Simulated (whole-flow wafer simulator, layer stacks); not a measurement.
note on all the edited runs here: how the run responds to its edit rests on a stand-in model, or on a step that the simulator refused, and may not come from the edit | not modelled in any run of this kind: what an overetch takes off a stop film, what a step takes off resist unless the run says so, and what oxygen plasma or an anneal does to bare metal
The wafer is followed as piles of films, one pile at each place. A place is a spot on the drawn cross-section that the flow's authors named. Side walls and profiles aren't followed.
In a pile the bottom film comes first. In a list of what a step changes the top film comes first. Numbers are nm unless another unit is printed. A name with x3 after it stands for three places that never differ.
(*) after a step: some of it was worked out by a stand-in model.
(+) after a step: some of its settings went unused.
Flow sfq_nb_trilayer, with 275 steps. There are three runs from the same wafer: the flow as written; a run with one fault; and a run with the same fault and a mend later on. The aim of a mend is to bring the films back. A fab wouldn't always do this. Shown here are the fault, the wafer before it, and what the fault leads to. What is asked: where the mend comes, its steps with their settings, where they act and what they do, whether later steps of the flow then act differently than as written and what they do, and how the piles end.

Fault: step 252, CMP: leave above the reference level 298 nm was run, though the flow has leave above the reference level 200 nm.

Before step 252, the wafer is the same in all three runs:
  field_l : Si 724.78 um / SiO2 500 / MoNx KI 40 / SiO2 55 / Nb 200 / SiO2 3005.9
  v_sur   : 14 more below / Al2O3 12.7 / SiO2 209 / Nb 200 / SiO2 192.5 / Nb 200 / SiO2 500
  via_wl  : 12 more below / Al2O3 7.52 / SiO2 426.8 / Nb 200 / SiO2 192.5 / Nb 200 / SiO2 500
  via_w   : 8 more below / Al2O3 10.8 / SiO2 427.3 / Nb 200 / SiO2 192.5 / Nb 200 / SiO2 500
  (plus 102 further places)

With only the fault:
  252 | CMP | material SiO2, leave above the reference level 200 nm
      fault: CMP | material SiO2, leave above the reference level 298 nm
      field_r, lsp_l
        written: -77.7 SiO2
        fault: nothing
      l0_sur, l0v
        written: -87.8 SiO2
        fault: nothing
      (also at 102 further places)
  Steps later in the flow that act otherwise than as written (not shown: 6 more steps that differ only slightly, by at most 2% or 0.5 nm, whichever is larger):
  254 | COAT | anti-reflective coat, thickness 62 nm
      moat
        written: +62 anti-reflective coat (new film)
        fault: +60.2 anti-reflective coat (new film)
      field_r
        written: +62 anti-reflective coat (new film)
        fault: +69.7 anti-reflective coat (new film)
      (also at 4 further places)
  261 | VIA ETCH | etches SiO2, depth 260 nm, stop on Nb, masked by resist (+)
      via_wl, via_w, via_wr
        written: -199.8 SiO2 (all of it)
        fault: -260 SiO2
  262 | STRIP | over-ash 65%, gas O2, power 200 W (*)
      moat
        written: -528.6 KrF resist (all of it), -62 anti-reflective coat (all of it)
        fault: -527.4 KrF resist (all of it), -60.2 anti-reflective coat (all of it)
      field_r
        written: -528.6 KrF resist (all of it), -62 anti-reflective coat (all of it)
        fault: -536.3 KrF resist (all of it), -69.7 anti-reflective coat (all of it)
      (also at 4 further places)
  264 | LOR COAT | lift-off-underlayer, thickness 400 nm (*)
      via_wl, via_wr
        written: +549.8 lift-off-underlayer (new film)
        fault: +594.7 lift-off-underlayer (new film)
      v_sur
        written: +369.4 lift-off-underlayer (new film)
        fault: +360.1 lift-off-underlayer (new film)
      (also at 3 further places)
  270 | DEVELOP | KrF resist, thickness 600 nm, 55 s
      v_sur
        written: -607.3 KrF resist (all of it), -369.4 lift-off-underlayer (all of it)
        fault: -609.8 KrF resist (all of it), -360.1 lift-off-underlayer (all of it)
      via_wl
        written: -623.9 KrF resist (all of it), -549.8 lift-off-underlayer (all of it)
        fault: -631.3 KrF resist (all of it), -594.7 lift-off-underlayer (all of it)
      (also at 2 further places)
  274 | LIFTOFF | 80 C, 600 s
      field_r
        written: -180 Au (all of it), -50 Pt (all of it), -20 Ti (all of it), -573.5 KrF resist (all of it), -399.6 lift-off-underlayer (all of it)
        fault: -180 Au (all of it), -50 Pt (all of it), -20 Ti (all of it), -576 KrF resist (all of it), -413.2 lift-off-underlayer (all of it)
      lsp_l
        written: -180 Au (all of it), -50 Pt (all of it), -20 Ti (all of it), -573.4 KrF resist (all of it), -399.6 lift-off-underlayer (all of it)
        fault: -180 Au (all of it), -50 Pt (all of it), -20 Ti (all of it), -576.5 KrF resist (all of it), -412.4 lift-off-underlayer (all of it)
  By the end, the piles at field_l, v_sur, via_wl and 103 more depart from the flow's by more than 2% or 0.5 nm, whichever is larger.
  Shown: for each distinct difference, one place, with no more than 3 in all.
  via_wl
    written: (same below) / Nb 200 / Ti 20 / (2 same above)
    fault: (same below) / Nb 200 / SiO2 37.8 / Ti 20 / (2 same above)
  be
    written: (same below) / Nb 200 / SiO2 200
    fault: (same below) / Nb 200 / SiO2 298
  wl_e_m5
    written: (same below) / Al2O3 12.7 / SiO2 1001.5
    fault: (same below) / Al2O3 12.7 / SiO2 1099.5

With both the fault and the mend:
  The mend stands after step 259.
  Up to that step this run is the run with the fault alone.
  259a | STRIP | over-ash 65%, gas O2, power 200 W (*)
      p4_fl x3, p4_w1 x9, p4_g1 x2 and 63 more
        -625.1 KrF resist (all of it), -62 anti-reflective coat (all of it)
      be, be_sur, gap, jj_sur, ce_l, c5j
        -624.9 KrF resist (all of it), -61.9 anti-reflective coat (all of it)
      field_l, v_sur, via_sp, via_v
        -625 KrF resist (all of it), -62 anti-reflective coat (all of it)
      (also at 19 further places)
  259b | CMP | material SiO2, leave above the reference level 200 nm (a further turn of the flow's step 252)
      field_l, v_sur, via_wl and 99 more
        -98 SiO2
      field_r, lsp_l
        -77.7 SiO2
      l0_sur, l0v
        -87.8 SiO2
  259c | COAT | anti-reflective coat, thickness 62 nm (a further turn of the flow's step 254)
      field_l, v_sur, via_wl and 103 more
        +62 anti-reflective coat (new film)
  259d | COAT | KrF resist, thickness 650 nm (a further turn of the flow's step 255)
      field_l, v_sur, via_wl and 103 more
        +650 KrF resist (new film)
  259e | SOFTBAKE | KrF resist (a further turn of the flow's step 256)
      does not change any film at any place that is followed
  259f | EXPOSE | photomask I7, dose 11.93 mJ/cm2, NA 0.6, wavelength 248 nm (*) (a further turn of the flow's step 257)
      does not change any film at any place that is followed
  259g | PEB | KrF resist, 90 s (a further turn of the flow's step 258)
      field_l, v_sur, via_wl and 103 more
        -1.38 KrF resist
  259h | DEVELOP | KrF resist, thickness 650 nm, 60 s (a further turn of the flow's step 259)
      field_l, v_sur, via_sp and 100 more
        -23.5 KrF resist
      via_wl, via_w, via_wr
        -648.6 KrF resist (all of it)
  Later steps of the flow that are run all act as written at every place that is followed.
  At every place that both follow, the piles at the end match the flow's.
